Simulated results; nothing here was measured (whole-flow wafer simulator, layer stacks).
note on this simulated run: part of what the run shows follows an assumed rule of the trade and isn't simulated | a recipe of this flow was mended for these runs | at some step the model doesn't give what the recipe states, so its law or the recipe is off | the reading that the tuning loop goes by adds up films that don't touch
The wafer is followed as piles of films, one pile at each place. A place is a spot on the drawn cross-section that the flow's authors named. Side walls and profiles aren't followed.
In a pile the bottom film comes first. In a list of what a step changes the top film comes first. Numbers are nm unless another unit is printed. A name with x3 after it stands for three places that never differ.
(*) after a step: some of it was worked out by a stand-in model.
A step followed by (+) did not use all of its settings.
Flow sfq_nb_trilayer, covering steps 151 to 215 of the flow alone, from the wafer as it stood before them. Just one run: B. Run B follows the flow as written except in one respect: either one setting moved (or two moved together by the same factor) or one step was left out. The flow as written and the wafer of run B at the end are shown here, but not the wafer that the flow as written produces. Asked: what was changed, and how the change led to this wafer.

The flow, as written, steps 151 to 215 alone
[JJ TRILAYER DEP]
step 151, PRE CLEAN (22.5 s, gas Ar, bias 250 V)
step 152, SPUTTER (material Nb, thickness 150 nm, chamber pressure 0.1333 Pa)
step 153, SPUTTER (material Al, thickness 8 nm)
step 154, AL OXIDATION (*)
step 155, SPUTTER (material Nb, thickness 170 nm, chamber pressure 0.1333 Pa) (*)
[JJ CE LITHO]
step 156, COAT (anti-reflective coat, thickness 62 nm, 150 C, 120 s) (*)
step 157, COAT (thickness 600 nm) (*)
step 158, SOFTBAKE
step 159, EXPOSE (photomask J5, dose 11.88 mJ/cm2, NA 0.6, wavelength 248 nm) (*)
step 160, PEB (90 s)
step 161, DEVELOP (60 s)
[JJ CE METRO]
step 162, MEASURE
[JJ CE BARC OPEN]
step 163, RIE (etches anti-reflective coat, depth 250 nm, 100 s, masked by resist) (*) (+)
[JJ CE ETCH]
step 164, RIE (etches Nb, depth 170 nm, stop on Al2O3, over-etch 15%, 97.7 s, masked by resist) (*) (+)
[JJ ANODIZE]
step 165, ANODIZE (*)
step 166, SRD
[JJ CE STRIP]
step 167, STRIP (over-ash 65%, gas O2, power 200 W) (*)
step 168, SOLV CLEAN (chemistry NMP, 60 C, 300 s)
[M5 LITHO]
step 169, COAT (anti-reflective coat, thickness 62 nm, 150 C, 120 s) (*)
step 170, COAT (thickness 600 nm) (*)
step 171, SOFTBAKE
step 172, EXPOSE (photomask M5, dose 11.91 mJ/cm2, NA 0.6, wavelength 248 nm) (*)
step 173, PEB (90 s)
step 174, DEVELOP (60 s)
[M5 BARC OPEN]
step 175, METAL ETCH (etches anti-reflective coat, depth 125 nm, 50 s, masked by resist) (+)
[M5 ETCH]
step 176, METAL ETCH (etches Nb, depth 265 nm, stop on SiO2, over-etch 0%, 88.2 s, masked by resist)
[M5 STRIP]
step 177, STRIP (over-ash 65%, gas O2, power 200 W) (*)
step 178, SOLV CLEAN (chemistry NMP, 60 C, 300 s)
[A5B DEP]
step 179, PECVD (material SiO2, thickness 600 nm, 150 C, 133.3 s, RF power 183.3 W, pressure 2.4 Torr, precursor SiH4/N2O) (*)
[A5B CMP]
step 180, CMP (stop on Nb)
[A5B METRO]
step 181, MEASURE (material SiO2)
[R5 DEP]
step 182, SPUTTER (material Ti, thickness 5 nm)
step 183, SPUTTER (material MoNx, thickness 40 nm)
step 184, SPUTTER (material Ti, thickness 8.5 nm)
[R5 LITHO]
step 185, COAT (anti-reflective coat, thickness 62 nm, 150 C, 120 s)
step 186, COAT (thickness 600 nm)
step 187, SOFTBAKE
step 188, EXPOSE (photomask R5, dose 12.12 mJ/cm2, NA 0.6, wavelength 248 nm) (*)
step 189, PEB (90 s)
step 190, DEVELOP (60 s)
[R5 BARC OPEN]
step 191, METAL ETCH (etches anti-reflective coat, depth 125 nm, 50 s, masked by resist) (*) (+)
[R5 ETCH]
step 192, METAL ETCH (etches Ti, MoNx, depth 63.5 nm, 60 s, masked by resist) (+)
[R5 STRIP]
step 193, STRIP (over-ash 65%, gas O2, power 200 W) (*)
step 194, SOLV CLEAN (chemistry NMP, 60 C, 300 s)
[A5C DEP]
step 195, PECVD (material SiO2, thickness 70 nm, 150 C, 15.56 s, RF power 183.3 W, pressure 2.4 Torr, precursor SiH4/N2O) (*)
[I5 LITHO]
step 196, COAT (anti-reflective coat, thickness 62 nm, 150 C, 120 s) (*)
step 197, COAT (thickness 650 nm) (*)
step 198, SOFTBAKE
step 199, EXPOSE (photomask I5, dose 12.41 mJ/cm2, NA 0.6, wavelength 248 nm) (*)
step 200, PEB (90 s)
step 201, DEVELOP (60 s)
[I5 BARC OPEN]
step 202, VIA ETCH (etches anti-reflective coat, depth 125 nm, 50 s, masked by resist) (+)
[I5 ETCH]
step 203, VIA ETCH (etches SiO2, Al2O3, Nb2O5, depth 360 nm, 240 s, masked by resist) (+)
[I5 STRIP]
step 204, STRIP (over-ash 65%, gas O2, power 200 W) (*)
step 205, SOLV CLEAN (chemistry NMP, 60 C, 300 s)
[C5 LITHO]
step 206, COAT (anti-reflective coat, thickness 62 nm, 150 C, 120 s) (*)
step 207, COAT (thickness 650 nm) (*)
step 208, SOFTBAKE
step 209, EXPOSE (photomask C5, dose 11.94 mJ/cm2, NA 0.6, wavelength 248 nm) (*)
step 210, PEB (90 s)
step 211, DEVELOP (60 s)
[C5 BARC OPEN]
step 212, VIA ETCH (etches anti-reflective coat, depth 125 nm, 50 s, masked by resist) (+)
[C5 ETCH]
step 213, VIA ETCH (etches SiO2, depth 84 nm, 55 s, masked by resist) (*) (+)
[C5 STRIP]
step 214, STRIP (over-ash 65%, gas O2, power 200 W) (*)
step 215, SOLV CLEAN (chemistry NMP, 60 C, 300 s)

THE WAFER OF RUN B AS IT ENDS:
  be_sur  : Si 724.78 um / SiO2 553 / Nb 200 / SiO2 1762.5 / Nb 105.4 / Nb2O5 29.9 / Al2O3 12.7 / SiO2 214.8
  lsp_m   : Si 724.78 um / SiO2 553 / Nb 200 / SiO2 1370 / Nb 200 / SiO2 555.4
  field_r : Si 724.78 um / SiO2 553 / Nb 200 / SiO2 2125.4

Cause: step 152, SPUTTER: thickness 116.2 nm was run, while the flow as written has thickness 150 nm.

Step by step, how the change led to this:
  step 152, SPUTTER (material Nb, thickness 150 nm, chamber pressure 0.1333 Pa)
      field_l, v_sur, via_sp and 100 more: Nb gains 116.2 (new film) (in the flow as written it would be: Nb gains 150 (new film))
      via_wl, via_w, via_wr: Nb gains 100.3 (in the flow as written it would be: Nb gains 129.8)
  step 156, COAT (anti-reflective coat, thickness 62 nm, 150 C, 120 s) (*)
      via_wl, via_wr: anti-reflective coat gains 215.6 (new film) (in the flow as written it would be: anti-reflective coat gains 224.3 (new film))
      via_w: anti-reflective coat gains 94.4 (new film) (in the flow as written it would be: anti-reflective coat gains 97.3 (new film))
  step 163, RIE (etches anti-reflective coat, depth 250 nm, 100 s, masked by resist) (*) (+)
      via_wl, via_wr: anti-reflective coat loses 215.6 (all of it) (in the flow as written it would be: anti-reflective coat loses 224.3 (all of it))
      via_w: anti-reflective coat loses 94.4 (all of it) (in the flow as written it would be: anti-reflective coat loses 97.3 (all of it))
  step 169, COAT (anti-reflective coat, thickness 62 nm, 150 C, 120 s) (*)
      via_wl, via_wr: anti-reflective coat gains 178.6 (new film) (in the flow as written it would be: anti-reflective coat gains 184 (new film))
      via_w: anti-reflective coat gains 81.2 (new film) (in the flow as written it would be: anti-reflective coat gains 82.9 (new film))
  step 176, METAL ETCH (etches Nb, depth 265 nm, stop on SiO2, over-etch 0%, 88.2 s, masked by resist)
      field_l, res, r_end and 47 more: Al2O3 loses 12.6 (all of it), Nb2O5 loses 29.9 (all of it), Nb loses 105.4 (all of it), SiO2 loses 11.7 (in the flow as written it would be: Al2O3 loses 12.6 (all of it), Nb2O5 loses 29.9 (all of it), Nb loses 139.2 (all of it), SiO2 loses 8.33)
      r_sur, wl_a_sl, wl_a_m6: Al2O3 loses 12.5 (all of it), Nb2O5 loses 29.9 (all of it), Nb loses 105.4 (all of it), SiO2 loses 11.7 (in the flow as written it would be: Al2O3 loses 12.5 (all of it), Nb2O5 loses 29.9 (all of it), Nb loses 139.2 (all of it), SiO2 loses 8.33)
  step 177, STRIP (over-ash 65%, gas O2, power 200 W) (*)
      via_wl: KrF-resist-other-grade loses 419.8 (all of it), anti-reflective coat loses 178.6 (all of it) (in the flow as written it would be: KrF-resist-other-grade loses 418.2 (all of it), anti-reflective coat loses 184 (all of it))
      via_w: KrF-resist-other-grade loses 507.5 (all of it), anti-reflective coat loses 81.2 (all of it) (in the flow as written it would be: KrF-resist-other-grade loses 509.5 (all of it), anti-reflective coat loses 82.9 (all of it))
      (and at 1 other place as well)
  step 180, CMP (stop on Nb)
      field_l, lsp_m, ln_m6 and 44 more: SiO2 loses 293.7 (in the flow as written it would be: SiO2 loses 263.3)
      r_sur, res, r_end, moat, field_r, lsp_l: SiO2 loses 293.7 (in the flow as written it would be: SiO2 loses 256.4)
